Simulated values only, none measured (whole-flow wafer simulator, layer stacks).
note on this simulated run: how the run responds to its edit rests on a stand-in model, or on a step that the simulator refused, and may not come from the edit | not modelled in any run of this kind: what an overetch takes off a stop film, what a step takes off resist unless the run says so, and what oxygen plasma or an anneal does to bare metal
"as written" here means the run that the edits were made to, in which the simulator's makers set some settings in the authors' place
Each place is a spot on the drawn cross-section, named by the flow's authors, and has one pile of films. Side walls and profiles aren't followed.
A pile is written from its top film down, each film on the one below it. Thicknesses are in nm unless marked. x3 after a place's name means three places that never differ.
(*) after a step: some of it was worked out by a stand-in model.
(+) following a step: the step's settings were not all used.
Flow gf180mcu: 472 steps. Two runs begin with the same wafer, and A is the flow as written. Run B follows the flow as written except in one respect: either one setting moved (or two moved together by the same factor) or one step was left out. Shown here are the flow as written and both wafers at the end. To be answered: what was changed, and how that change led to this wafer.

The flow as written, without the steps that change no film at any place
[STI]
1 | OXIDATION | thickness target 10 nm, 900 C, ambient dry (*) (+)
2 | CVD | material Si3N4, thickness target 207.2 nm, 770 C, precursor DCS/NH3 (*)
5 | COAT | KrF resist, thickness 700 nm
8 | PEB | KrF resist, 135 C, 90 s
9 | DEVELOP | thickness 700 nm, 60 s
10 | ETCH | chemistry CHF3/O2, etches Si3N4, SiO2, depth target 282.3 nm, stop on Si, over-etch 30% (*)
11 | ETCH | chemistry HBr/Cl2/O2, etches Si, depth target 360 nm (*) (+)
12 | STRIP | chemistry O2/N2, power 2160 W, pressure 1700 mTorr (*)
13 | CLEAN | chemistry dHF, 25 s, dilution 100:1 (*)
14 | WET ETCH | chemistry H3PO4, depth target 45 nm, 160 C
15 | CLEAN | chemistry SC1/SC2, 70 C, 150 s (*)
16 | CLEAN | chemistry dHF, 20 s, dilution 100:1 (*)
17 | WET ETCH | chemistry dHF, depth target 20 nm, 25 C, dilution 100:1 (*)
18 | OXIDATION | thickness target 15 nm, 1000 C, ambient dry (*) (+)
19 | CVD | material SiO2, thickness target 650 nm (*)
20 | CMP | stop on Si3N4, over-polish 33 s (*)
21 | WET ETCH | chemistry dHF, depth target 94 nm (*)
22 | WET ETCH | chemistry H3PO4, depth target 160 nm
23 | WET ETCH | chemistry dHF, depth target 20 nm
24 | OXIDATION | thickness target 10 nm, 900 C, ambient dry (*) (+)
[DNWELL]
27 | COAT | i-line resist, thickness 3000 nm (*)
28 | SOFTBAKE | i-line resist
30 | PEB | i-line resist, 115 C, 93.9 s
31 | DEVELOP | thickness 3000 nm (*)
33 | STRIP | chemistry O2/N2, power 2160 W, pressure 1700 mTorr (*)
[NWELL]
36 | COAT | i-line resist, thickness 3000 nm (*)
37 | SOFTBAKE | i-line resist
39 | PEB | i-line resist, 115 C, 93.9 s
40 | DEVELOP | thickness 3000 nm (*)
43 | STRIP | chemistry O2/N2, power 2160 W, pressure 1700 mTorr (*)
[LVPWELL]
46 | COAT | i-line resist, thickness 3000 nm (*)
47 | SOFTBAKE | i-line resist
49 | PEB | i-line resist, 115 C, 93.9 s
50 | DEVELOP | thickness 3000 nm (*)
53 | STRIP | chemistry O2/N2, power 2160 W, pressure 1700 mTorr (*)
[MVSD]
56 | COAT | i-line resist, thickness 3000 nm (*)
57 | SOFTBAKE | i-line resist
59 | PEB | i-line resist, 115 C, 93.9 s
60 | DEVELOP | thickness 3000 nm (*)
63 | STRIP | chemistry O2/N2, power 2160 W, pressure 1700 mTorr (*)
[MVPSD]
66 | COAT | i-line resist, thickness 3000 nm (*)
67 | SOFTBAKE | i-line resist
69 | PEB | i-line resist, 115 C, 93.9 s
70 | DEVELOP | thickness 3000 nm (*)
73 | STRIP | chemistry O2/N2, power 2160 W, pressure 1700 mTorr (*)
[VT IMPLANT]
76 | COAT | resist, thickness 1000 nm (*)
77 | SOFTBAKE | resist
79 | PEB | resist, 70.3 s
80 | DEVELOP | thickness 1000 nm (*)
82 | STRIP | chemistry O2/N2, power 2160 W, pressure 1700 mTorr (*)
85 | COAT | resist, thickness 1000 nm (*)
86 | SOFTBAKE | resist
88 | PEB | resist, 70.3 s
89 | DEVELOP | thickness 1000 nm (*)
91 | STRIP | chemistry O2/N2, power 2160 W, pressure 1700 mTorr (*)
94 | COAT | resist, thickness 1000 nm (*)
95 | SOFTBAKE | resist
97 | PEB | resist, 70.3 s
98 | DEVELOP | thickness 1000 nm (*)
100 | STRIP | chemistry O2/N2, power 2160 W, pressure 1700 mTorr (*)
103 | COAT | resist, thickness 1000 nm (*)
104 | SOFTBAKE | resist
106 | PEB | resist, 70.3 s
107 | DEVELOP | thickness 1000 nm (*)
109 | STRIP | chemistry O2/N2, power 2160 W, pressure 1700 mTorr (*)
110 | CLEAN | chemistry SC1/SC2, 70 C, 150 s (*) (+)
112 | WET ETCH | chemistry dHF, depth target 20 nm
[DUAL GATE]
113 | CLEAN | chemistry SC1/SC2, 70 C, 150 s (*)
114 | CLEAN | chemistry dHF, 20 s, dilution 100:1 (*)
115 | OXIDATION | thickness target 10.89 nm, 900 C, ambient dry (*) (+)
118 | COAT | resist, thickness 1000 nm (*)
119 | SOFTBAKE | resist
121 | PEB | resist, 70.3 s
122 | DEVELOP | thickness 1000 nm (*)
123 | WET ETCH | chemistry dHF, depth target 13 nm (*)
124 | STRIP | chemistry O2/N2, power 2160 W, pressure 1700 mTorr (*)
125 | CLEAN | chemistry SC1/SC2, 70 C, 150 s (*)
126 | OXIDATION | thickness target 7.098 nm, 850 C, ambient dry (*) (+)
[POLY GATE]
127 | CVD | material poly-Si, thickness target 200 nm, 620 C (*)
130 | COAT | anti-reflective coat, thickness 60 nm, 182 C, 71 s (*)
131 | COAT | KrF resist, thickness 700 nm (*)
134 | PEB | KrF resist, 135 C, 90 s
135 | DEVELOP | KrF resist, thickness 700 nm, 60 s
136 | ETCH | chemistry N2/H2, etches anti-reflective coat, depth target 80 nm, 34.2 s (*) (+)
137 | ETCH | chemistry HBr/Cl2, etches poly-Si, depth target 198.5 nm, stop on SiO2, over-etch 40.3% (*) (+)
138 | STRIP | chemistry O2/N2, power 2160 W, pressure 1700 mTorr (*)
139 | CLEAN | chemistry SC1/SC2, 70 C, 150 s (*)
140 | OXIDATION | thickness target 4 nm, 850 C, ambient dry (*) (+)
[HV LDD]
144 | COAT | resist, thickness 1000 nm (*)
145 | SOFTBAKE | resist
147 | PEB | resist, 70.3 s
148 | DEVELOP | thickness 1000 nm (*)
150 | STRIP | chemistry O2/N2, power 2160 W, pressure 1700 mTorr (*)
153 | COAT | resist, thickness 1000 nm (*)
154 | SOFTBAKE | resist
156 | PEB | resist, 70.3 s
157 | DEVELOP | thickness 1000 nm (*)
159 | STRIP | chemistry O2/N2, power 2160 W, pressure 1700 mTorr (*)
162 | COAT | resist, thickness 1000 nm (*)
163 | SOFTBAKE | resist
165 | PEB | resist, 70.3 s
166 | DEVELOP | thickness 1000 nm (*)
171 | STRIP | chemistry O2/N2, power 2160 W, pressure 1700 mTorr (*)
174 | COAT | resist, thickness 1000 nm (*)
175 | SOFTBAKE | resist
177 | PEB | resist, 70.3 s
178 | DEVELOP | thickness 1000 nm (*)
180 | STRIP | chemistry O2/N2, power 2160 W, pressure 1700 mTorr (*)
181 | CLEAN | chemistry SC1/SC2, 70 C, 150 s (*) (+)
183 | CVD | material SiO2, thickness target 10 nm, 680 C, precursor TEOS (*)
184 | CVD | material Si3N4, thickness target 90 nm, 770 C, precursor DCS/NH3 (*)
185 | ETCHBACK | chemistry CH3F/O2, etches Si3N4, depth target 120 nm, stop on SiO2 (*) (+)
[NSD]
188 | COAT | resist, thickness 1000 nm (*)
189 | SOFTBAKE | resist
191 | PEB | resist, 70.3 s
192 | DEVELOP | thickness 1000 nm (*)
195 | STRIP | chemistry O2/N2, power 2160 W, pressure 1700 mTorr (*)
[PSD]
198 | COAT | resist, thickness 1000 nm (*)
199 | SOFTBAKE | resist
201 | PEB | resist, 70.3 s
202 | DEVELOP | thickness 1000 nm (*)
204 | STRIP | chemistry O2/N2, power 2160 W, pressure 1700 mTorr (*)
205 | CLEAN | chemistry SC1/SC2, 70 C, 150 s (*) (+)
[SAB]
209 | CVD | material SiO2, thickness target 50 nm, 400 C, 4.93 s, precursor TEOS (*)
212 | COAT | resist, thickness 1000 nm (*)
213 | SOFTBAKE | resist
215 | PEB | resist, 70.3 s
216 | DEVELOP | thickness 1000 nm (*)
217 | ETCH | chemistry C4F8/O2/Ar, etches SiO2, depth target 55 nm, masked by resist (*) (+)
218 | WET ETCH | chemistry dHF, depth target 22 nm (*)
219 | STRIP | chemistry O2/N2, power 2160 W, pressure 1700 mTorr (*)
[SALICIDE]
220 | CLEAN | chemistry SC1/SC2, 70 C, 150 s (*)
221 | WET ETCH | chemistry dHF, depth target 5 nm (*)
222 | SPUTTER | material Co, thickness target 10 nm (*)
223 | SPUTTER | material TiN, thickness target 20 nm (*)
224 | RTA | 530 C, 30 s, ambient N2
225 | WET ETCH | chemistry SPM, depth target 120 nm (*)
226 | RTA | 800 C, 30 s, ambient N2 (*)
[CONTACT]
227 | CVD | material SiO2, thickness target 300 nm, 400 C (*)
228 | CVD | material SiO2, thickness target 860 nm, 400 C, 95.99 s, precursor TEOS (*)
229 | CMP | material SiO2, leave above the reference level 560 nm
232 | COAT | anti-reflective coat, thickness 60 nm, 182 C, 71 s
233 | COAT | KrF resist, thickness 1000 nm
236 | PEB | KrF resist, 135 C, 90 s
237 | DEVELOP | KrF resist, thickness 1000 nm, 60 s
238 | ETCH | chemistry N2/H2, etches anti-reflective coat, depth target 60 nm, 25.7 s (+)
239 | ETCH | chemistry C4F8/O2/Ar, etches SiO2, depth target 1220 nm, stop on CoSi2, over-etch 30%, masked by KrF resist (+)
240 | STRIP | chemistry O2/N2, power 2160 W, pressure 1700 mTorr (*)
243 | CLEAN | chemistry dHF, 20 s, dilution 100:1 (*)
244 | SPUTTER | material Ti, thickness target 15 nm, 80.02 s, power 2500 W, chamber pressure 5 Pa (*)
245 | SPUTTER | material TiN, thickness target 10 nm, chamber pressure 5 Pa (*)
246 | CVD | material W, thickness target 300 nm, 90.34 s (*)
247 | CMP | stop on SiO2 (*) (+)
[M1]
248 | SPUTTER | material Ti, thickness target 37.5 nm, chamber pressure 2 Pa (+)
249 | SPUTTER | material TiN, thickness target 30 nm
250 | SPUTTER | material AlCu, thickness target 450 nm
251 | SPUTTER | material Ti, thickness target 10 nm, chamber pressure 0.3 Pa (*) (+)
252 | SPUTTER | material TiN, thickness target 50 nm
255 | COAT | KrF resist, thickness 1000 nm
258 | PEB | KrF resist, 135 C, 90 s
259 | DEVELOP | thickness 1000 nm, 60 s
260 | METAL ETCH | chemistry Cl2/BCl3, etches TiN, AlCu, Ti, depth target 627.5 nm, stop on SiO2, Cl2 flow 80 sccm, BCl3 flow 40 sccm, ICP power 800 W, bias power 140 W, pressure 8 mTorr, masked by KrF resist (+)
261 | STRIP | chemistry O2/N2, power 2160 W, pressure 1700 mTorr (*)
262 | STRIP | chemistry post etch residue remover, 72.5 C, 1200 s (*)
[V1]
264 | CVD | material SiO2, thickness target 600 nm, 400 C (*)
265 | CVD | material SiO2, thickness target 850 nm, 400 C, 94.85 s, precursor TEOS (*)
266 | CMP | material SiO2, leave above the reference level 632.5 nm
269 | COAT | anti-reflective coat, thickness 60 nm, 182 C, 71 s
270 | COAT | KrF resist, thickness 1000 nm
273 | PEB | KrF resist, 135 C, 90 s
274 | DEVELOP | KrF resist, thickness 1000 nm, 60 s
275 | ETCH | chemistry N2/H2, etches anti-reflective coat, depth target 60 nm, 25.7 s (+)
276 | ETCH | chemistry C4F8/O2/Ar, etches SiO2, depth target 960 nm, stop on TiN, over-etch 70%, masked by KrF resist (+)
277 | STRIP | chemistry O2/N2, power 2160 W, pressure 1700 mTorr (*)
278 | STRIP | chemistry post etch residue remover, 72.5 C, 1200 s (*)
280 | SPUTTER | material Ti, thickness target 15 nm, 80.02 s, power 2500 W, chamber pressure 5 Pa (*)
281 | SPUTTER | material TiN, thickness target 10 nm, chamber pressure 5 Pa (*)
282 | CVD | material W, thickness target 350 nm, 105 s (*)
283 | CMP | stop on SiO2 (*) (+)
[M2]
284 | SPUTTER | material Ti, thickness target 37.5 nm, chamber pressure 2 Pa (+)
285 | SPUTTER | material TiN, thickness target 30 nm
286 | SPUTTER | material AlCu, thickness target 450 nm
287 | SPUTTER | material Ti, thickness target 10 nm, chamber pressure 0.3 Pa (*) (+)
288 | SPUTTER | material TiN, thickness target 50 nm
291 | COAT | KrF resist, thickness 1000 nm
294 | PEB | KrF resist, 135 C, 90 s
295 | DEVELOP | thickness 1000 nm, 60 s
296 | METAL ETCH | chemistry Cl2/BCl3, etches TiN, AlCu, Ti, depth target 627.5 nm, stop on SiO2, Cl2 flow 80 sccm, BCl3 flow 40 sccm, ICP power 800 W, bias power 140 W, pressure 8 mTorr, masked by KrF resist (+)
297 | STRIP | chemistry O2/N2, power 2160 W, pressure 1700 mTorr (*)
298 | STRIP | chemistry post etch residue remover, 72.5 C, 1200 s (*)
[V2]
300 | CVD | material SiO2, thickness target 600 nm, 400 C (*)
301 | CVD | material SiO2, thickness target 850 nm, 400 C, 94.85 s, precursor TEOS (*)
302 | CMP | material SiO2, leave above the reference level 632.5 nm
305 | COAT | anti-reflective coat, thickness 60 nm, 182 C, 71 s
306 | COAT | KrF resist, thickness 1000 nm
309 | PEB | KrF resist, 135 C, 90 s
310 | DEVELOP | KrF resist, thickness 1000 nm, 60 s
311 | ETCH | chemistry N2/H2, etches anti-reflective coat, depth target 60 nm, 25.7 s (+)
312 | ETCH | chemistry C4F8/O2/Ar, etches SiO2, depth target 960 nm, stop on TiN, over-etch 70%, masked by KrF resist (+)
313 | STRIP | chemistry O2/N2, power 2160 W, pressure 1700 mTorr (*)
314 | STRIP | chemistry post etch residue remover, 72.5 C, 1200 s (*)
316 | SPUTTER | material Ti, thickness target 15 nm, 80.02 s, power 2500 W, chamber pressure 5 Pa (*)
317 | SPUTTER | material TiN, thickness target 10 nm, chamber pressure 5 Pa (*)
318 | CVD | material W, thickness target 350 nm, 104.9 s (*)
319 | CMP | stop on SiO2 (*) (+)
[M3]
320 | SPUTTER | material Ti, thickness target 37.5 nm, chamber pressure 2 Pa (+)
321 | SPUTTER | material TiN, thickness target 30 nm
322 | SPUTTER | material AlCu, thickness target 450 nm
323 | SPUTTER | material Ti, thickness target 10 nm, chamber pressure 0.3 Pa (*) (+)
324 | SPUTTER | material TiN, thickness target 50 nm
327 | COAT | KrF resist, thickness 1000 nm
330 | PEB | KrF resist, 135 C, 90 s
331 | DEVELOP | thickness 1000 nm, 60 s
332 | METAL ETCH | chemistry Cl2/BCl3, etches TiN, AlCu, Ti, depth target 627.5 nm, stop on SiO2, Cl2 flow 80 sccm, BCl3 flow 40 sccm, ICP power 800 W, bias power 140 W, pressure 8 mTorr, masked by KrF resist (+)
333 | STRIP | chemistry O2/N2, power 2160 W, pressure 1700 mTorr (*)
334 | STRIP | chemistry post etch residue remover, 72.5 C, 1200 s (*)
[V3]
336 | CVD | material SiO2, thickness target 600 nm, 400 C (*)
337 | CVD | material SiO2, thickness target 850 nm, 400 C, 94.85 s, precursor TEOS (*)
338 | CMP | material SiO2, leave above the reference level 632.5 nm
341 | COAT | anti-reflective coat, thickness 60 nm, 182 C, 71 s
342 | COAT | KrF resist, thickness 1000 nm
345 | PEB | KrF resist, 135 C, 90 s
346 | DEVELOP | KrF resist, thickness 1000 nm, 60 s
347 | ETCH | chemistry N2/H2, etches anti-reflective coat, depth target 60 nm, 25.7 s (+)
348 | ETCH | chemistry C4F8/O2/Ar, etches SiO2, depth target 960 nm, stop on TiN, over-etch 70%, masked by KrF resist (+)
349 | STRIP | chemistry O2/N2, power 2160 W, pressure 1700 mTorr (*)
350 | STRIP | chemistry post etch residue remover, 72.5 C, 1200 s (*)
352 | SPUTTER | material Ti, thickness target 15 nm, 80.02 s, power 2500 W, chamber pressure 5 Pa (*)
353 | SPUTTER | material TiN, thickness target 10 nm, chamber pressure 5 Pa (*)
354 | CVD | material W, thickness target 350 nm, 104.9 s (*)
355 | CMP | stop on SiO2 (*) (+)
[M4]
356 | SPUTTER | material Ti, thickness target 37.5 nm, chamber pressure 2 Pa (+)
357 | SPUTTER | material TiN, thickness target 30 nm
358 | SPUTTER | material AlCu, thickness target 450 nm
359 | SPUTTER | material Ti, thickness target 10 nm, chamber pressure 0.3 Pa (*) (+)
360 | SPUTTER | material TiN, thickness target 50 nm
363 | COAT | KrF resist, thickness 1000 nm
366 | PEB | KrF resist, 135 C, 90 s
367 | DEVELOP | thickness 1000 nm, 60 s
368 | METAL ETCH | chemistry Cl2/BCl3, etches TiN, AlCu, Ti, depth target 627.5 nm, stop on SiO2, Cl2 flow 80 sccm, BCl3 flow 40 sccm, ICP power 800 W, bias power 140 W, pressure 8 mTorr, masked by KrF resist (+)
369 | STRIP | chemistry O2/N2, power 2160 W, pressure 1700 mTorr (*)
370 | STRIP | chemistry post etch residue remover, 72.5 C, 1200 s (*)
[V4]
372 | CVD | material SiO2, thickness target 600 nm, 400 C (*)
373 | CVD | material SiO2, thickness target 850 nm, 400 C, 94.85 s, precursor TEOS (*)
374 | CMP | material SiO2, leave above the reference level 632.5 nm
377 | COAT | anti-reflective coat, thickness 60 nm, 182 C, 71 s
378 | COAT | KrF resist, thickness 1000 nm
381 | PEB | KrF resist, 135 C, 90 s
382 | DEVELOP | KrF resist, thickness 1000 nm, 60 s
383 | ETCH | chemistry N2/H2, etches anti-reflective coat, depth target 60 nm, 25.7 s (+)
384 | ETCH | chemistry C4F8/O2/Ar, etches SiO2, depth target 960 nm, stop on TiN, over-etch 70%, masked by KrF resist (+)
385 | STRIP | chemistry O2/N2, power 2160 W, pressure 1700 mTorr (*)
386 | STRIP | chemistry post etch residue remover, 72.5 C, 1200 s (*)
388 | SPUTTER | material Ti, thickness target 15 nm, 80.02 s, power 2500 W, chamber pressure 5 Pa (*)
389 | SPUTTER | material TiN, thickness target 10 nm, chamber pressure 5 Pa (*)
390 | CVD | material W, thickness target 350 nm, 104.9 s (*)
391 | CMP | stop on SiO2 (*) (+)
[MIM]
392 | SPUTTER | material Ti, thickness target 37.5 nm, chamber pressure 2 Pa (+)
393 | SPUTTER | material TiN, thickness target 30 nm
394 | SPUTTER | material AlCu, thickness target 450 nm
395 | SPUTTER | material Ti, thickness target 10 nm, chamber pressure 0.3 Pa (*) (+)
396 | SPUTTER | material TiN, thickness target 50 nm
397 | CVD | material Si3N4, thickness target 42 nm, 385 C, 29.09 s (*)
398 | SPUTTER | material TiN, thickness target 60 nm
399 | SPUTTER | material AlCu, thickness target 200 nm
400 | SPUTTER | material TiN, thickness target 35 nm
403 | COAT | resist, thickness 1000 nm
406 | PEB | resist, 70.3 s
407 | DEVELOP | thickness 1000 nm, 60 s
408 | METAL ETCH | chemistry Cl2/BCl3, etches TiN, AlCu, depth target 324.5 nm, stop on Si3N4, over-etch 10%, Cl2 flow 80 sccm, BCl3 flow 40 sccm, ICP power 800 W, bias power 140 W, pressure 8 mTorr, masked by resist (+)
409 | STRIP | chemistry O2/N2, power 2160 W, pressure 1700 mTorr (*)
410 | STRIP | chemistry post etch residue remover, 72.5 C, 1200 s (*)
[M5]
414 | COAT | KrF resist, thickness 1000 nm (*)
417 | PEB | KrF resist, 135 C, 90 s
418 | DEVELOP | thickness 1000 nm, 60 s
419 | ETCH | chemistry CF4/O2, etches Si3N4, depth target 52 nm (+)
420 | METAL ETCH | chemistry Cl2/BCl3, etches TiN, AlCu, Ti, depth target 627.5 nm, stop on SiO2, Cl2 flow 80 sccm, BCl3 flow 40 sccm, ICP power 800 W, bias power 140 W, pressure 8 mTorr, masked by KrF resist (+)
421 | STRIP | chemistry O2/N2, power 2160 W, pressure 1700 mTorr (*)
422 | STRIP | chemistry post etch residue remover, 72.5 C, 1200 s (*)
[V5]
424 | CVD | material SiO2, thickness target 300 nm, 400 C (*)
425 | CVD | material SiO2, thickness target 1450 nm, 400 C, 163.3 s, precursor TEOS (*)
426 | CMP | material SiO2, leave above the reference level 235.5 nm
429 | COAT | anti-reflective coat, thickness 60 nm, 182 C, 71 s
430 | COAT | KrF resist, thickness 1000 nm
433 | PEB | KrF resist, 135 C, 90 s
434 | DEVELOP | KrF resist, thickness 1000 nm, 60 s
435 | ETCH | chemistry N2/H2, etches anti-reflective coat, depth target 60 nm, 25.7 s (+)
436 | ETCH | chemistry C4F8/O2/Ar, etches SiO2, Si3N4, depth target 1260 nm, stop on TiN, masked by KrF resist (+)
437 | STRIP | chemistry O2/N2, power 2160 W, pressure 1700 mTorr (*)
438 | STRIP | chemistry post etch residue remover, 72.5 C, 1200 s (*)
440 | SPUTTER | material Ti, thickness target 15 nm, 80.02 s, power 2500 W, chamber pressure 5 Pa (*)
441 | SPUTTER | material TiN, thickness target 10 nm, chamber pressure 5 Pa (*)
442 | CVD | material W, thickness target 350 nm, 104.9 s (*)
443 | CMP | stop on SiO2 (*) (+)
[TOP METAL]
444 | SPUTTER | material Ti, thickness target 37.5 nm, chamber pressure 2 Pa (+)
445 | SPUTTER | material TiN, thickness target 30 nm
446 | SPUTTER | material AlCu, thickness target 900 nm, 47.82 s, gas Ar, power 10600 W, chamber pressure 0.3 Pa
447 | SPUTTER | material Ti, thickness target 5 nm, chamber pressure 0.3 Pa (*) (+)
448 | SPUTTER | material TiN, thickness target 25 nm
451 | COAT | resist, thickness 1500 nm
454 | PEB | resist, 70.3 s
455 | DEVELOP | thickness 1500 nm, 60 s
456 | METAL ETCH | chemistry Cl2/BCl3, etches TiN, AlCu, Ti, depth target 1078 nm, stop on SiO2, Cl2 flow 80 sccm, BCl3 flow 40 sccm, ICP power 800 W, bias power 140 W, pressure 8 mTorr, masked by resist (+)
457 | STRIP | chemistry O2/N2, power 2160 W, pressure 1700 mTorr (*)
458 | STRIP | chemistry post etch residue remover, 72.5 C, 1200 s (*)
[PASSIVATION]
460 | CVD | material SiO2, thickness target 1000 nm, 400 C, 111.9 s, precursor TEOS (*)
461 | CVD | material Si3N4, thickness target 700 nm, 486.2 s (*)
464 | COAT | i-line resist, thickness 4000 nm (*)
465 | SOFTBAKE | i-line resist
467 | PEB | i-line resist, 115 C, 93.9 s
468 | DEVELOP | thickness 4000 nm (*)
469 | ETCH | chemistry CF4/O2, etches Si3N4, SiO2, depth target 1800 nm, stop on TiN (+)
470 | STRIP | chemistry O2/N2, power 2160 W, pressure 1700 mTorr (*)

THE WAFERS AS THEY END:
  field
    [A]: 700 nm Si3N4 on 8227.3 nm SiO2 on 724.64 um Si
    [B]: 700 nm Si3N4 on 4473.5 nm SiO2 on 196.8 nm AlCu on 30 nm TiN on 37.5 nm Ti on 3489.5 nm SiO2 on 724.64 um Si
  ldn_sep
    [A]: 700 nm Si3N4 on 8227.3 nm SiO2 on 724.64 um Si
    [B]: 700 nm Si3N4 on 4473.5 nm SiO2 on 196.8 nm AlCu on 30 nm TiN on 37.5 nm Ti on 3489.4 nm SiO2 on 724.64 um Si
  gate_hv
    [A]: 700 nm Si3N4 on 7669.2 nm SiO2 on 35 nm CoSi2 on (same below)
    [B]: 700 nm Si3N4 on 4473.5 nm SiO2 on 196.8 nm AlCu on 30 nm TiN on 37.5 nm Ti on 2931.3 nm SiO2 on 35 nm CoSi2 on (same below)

Cause: step 332, METAL ETCH: depth target 307.5 nm was run, while the flow as written has depth target 627.5 nm.

The path from the change to this, step by step:
  332 | METAL ETCH | chemistry Cl2/BCl3, etches TiN, AlCu, Ti, depth target 627.5 nm, stop on SiO2, Cl2 flow 80 sccm, BCl3 flow 40 sccm, ICP power 800 W, bias power 140 W, pressure 8 mTorr, masked by KrF resist (+)
      field, field__w1, field__w2 and 103 more: A -50 TiN (all of it), -10 Ti (all of it), -450 AlCu (all of it), -30 TiN (all of it), -37.5 Ti (all of it) | B -50 TiN (all of it), -10 Ti (all of it), -247.5 AlCu
      field__w8, contact, m1, m1__w1, m1_nw: A -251 KrF resist | B -123 KrF resist
  333 | STRIP | chemistry O2/N2, power 2160 W, pressure 1700 mTorr (*)
      field__w8, contact, m1, m1__w1, m1_nw: A -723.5 KrF resist (all of it) | B -851.5 KrF resist (all of it)
  334 | STRIP | chemistry post etch residue remover, 72.5 C, 1200 s (*)
      field, field__w1, field__w2 and 103 more: A nothing | B -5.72 AlCu
  336 | CVD | material SiO2, thickness target 600 nm, 400 C (*)
      field, field__w1, field__w2 and 103 more: A +600 SiO2 | B +600 SiO2 (new film)
  338 | CMP | material SiO2, leave above the reference level 632.5 nm
      field, field__w1, field__w2 and 103 more: A -300 SiO2 | B -564.3 SiO2
Taking metal films that touch as one body, field has 1 body; the flow as written gives 0 bodies.
Taking metal films that touch as one body, ldn_sep has 1 body; the flow as written gives 0 bodies.
Taking metal films that touch as one body, gate_hv has 2 bodies (between them, from the top down: SiO2 2931.3); the flow as written gives 1 body.
